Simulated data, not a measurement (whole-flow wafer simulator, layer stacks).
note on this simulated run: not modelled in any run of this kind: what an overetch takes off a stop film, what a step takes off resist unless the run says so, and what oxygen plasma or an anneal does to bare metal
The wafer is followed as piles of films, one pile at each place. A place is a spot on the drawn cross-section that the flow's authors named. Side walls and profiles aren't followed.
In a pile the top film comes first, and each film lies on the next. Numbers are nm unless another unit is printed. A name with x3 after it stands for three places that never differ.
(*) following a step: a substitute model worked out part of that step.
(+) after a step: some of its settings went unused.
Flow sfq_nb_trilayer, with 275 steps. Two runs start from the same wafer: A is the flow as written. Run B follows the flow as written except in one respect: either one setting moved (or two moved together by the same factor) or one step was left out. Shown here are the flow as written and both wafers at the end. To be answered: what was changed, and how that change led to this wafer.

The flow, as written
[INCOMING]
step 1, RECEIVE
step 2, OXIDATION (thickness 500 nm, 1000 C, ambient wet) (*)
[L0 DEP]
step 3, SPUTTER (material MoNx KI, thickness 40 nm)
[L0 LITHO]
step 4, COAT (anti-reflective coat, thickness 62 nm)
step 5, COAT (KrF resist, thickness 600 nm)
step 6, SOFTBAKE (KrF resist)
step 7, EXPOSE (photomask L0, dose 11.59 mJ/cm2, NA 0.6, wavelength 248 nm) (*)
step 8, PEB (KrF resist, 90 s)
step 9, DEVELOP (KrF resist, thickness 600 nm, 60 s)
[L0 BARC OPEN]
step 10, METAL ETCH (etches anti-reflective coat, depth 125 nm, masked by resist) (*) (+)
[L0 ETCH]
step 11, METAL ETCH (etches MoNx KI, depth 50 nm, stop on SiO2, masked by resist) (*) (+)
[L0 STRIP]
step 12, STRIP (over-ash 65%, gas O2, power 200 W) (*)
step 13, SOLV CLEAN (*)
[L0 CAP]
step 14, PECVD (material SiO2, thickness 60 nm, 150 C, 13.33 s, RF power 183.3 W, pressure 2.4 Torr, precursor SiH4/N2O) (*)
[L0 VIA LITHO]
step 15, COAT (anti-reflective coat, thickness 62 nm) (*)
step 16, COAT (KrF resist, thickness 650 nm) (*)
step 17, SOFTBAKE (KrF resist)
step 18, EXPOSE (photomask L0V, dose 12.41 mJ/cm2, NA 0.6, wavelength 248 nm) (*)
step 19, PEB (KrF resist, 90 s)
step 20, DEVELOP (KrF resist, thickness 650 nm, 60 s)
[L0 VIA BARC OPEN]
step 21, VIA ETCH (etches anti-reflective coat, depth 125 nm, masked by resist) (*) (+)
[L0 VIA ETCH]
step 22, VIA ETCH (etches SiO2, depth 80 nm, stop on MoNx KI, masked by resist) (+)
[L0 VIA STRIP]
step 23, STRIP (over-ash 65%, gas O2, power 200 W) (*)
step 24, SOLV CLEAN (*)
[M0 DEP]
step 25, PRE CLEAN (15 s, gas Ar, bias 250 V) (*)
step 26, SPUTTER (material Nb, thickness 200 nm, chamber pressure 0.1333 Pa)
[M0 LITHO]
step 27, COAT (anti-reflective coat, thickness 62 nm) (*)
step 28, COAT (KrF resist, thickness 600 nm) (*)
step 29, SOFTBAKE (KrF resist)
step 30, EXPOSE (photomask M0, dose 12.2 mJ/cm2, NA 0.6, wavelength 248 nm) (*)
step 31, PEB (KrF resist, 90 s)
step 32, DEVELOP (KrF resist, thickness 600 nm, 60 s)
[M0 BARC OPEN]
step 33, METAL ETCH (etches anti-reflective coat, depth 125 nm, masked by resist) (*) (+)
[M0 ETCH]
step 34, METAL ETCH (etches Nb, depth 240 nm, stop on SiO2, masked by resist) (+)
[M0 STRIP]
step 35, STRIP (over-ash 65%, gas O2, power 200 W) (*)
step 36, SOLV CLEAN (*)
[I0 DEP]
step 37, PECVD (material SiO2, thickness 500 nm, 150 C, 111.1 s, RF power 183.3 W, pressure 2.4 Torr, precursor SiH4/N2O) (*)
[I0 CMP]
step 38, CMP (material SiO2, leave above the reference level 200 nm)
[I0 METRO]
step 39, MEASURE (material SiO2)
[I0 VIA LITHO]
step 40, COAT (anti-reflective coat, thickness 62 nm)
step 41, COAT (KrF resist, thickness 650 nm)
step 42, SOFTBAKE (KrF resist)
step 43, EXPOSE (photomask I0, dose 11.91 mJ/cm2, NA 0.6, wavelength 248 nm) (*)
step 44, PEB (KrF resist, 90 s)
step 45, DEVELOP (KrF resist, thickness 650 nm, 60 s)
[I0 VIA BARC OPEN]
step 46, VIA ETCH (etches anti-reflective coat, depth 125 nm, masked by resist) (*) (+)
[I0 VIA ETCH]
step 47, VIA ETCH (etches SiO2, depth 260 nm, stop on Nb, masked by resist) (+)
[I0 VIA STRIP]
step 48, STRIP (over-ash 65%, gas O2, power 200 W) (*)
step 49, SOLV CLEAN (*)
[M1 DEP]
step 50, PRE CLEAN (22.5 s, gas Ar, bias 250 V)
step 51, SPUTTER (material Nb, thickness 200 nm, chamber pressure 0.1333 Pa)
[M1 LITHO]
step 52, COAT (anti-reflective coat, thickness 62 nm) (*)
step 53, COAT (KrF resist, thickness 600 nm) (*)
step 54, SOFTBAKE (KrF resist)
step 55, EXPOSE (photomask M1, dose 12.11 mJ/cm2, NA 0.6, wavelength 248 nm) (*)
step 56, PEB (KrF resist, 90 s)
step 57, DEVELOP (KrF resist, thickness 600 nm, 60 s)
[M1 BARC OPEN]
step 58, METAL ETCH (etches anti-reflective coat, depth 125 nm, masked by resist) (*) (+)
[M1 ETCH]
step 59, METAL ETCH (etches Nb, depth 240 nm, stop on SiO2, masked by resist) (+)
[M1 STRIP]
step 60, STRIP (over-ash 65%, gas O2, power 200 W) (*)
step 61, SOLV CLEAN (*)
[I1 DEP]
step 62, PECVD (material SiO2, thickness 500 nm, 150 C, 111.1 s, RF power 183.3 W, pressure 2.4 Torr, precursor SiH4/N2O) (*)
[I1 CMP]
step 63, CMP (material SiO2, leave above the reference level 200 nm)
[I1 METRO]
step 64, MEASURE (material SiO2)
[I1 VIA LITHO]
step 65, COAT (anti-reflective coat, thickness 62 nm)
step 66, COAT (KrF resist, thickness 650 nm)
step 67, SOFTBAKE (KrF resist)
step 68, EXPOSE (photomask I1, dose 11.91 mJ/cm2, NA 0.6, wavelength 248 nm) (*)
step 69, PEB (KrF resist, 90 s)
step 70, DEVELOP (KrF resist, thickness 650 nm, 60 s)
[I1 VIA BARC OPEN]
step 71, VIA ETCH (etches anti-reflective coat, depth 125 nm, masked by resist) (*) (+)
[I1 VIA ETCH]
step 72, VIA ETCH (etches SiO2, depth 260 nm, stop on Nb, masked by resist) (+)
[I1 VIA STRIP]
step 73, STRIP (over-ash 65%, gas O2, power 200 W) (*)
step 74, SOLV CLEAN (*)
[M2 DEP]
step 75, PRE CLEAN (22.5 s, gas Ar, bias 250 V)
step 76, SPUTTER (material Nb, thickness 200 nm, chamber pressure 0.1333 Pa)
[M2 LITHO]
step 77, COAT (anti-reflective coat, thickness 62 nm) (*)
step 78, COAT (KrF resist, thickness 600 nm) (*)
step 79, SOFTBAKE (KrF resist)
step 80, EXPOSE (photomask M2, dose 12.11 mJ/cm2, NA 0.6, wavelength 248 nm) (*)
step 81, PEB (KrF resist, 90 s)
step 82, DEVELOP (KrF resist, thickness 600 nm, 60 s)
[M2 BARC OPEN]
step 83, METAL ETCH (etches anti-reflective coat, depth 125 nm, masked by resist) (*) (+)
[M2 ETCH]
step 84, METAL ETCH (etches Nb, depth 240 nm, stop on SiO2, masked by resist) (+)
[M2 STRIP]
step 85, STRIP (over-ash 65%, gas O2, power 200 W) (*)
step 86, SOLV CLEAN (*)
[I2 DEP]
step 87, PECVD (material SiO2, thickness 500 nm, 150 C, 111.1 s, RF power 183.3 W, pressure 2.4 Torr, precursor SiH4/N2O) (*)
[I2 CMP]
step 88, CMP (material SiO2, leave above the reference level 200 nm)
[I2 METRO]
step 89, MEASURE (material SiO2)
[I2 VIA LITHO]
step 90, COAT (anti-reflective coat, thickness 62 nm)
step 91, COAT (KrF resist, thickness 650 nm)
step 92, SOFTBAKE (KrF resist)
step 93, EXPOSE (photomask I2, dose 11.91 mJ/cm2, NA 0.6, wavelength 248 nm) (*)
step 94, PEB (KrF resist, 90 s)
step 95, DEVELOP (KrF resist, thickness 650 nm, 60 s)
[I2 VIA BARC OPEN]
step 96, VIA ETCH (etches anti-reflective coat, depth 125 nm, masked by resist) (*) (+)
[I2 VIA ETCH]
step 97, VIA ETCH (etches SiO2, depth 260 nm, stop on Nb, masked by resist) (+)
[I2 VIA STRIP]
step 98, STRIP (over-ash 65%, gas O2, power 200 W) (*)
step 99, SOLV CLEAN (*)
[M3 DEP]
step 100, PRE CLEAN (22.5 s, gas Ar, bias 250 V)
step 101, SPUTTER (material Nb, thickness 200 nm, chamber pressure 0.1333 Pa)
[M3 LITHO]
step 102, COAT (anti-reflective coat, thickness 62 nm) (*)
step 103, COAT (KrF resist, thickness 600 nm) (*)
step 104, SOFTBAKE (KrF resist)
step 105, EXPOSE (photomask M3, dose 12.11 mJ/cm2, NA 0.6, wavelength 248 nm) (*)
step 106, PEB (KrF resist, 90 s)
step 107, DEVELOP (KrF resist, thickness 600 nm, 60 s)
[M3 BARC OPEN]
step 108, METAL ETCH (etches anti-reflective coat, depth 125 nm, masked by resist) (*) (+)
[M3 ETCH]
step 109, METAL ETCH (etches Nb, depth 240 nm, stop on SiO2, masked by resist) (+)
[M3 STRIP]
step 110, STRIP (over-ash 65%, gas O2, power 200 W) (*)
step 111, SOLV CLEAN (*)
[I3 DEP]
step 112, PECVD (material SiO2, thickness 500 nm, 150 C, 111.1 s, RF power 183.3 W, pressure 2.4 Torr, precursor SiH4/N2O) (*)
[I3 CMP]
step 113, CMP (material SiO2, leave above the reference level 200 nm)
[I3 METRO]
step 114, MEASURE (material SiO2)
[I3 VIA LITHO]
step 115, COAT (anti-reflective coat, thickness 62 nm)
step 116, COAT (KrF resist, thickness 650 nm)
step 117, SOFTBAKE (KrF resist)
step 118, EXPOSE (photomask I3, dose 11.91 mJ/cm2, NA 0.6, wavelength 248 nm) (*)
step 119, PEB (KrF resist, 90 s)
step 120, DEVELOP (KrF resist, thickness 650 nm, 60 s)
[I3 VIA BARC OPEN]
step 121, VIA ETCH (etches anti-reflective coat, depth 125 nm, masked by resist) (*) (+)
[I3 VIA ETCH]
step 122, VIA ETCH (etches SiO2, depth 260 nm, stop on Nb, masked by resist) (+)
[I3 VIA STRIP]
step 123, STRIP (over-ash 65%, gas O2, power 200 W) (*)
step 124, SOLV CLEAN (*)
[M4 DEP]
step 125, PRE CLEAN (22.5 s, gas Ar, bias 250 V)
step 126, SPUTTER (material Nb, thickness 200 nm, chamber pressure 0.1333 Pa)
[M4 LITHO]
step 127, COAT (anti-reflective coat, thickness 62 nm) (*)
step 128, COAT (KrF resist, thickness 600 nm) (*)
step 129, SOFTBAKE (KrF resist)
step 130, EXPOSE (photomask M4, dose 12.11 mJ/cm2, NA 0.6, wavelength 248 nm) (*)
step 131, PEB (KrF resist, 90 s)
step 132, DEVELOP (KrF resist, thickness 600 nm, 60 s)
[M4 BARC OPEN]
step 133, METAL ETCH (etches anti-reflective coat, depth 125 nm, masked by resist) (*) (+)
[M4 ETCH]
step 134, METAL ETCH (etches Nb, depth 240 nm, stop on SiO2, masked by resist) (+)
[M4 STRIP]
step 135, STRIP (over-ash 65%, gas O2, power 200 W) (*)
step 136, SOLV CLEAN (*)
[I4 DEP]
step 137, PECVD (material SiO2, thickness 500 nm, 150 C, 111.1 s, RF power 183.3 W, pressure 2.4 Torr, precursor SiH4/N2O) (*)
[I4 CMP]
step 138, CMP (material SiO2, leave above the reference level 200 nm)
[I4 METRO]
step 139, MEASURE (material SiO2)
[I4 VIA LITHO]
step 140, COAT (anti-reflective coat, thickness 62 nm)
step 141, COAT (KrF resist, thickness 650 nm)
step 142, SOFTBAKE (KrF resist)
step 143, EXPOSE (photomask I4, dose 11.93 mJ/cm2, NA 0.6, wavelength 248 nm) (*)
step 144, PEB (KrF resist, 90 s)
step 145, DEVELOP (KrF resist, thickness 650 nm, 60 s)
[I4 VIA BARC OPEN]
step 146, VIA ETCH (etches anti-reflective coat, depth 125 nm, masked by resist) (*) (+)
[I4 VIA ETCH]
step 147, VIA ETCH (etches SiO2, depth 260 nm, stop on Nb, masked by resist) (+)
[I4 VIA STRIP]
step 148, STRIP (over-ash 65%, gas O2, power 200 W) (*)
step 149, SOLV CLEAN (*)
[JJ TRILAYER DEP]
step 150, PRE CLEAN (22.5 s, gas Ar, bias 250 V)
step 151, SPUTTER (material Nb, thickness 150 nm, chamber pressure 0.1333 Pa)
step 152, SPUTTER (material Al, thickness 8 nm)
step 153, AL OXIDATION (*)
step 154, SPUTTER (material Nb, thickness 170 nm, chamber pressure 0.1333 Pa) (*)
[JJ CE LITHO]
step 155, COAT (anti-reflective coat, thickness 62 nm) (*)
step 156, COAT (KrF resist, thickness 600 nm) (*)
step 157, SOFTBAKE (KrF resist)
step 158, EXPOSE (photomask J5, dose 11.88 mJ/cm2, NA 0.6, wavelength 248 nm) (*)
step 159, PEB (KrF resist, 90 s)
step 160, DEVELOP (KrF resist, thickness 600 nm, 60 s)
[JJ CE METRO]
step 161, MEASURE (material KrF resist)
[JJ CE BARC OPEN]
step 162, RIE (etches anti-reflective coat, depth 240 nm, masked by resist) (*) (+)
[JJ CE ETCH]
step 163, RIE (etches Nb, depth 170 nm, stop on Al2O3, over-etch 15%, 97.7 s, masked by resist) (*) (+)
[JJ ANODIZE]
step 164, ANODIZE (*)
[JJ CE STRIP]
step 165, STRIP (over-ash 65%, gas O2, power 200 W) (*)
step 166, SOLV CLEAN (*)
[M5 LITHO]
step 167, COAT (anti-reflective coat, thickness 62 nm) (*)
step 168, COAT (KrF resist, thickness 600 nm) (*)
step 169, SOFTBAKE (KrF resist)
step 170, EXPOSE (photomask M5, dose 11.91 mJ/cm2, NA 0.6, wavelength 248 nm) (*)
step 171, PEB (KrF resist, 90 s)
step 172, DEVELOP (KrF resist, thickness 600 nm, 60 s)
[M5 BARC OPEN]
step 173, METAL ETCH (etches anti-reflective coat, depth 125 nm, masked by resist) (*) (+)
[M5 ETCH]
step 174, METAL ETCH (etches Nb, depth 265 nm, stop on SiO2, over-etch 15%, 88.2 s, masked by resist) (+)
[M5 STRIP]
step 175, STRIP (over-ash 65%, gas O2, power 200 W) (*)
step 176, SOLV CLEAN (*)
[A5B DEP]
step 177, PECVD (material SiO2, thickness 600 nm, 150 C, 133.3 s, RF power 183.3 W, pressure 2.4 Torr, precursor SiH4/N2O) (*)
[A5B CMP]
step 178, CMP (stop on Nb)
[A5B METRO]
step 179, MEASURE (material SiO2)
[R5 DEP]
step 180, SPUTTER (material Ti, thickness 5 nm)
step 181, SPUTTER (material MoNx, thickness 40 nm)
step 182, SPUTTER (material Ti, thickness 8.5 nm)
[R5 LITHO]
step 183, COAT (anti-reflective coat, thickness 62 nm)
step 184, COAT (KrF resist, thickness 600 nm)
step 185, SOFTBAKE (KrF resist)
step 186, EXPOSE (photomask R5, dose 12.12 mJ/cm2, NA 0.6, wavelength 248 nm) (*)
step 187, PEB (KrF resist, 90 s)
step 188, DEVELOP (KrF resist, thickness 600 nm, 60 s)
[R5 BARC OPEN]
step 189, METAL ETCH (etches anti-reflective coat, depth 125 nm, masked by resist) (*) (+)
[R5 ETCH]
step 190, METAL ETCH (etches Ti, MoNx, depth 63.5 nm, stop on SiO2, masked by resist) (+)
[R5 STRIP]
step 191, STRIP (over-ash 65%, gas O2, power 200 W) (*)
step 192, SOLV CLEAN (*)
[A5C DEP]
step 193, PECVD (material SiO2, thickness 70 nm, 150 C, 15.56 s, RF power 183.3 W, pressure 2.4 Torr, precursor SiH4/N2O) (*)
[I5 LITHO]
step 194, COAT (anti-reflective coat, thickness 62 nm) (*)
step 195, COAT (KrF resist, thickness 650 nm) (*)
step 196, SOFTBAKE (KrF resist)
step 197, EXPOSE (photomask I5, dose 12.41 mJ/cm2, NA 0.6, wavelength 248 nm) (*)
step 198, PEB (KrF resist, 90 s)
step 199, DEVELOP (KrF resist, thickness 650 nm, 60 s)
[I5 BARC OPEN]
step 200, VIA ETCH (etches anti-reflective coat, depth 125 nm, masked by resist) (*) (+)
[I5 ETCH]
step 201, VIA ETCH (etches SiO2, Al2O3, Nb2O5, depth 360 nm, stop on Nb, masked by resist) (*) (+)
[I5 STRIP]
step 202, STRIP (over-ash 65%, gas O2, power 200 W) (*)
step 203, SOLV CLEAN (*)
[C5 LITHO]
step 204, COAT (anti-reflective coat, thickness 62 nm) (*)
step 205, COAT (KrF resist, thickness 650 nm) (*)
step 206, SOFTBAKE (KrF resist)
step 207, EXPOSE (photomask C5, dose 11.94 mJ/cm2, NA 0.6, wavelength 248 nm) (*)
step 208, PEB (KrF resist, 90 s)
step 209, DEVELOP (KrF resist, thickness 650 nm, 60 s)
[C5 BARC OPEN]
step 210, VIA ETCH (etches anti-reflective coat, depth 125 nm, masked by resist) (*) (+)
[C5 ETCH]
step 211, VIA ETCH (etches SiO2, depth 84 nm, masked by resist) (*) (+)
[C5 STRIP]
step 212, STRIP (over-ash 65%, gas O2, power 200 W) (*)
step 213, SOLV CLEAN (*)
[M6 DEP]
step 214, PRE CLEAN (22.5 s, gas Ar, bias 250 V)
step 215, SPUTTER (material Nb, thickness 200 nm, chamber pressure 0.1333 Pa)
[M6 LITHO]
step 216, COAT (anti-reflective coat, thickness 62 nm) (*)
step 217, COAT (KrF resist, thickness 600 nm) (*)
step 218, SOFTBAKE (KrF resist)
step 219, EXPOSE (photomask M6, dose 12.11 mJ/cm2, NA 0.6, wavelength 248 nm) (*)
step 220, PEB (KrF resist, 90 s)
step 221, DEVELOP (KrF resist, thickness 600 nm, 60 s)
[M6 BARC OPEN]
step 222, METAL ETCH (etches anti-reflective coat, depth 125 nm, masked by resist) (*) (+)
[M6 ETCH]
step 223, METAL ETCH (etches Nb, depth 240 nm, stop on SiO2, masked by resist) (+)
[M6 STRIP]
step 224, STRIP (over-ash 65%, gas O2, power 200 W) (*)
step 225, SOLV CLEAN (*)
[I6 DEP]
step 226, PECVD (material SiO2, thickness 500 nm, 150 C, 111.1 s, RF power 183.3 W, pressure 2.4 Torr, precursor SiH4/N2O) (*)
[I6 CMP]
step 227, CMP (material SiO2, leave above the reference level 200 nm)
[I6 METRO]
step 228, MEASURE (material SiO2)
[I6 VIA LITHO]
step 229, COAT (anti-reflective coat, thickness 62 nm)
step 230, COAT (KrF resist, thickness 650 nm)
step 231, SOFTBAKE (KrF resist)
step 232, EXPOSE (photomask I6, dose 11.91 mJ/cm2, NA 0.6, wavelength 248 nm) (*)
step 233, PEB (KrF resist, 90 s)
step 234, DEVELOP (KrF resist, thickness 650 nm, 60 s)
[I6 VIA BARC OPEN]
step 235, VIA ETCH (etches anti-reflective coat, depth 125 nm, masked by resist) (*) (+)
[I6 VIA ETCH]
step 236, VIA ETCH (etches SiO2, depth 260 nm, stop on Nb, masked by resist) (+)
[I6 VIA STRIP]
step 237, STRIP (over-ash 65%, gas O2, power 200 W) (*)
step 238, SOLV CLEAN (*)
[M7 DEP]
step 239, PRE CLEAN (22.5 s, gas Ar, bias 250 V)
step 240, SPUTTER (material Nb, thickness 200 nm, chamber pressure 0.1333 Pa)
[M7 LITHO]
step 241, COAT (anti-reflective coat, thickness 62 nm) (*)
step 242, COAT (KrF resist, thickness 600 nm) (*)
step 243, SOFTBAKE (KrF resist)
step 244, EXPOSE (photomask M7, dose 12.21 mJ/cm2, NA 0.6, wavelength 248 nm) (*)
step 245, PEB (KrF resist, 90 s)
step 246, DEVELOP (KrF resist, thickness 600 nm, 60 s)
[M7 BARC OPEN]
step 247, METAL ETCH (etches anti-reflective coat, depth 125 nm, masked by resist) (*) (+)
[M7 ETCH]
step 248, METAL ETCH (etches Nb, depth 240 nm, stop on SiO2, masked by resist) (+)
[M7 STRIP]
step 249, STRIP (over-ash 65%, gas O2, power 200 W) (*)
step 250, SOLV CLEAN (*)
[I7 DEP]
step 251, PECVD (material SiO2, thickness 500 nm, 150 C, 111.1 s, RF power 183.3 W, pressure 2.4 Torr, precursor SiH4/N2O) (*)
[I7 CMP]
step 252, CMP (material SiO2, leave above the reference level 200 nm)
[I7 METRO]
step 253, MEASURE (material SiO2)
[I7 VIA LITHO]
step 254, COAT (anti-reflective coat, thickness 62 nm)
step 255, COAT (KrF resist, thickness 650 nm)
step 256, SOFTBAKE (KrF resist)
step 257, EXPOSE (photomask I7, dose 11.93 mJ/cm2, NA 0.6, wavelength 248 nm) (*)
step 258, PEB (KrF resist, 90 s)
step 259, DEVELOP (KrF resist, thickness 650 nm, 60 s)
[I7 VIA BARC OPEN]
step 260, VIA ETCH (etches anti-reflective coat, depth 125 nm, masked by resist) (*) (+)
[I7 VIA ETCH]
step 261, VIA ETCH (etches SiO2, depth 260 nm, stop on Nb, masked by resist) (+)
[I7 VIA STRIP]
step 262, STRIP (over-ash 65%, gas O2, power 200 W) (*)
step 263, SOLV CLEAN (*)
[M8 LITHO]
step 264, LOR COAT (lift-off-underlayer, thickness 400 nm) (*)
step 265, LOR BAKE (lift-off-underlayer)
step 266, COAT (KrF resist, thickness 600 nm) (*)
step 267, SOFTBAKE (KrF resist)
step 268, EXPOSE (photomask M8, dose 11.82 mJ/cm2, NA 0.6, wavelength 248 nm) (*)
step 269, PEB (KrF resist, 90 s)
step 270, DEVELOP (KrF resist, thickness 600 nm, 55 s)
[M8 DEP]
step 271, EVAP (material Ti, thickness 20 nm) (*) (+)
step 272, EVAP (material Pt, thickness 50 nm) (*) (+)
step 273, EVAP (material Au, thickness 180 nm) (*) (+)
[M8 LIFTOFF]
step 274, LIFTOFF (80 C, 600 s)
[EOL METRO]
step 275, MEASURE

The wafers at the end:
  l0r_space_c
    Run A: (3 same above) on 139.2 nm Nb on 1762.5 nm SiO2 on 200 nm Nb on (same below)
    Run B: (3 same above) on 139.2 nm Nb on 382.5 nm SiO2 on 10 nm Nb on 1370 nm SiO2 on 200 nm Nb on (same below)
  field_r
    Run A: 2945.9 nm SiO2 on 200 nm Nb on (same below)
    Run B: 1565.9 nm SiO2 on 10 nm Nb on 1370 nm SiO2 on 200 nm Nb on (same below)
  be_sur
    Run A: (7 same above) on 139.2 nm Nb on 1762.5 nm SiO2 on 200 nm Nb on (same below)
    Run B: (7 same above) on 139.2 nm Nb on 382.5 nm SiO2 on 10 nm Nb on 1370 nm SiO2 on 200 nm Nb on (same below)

What caused this: step 134, METAL ETCH: depth 190 nm was run, whereas the flow has depth 240 nm.

Step by step, how the change led to this:
  step 134, METAL ETCH (etches Nb, depth 240 nm, stop on SiO2, masked by resist) (+)
      field_l, be, be_sur and 64 more: A -200 Nb (all of it) | B -190 Nb
      v_sur, via_wl, via_w and 36 more: A -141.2 KrF resist | B -111.8 KrF resist
  step 135, STRIP (over-ash 65%, gas O2, power 200 W) (*)
      p4_fl x3, p4_w1 x9, p4_g1 x2 and 15 more: A -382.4 KrF resist (all of it), -62 anti-reflective coat (all of it) | B -411.8 KrF resist (all of it), -62 anti-reflective coat (all of it)
      ln_m5, lsp_m: A -381.9 KrF resist (all of it), -61.8 anti-reflective coat (all of it) | B -411.3 KrF resist (all of it), -61.8 anti-reflective coat (all of it)
      (also at 8 further places)
  step 137, PECVD (material SiO2, thickness 500 nm, 150 C, 111.1 s, RF power 183.3 W, pressure 2.4 Torr, precursor SiH4/N2O) (*)
      field_l, be, be_sur and 55 more: A +500 SiO2 | B +500 SiO2 (new film)
      p3_s0 x6: A +557.1 SiO2 | B +547.1 SiO2 (new film)
      (also at 3 further places)
  step 138, CMP (material SiO2, leave above the reference level 200 nm)
      field_l, be, be_sur and 55 more: A -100 SiO2 | B -110 SiO2
      lsp_r, l0_sur, l0v: A -91.9 SiO2 | B -102.3 SiO2
If metal films that touch count as one body, l0r_space_c has 3 bodies (between them, from the top down: SiO2 382.5; SiO2 1370); the flow as written gives 2 bodies (between them, from the top down: SiO2 1762.5).
If metal films that touch count as one body, field_r has 2 bodies (between them, from the top down: SiO2 1370); the flow as written gives 1 body.
If metal films that touch count as one body, be_sur has 5 bodies (between them, from the top down: SiO2 192.5; SiO2 209 / Al2O3 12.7 / Nb2O5 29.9; SiO2 382.5; SiO2 1370); the flow as written gives 4 bodies (between them, from the top down: SiO2 192.5; SiO2 209 / Al2O3 12.7 / Nb2O5 29.9; SiO2 1762.5).
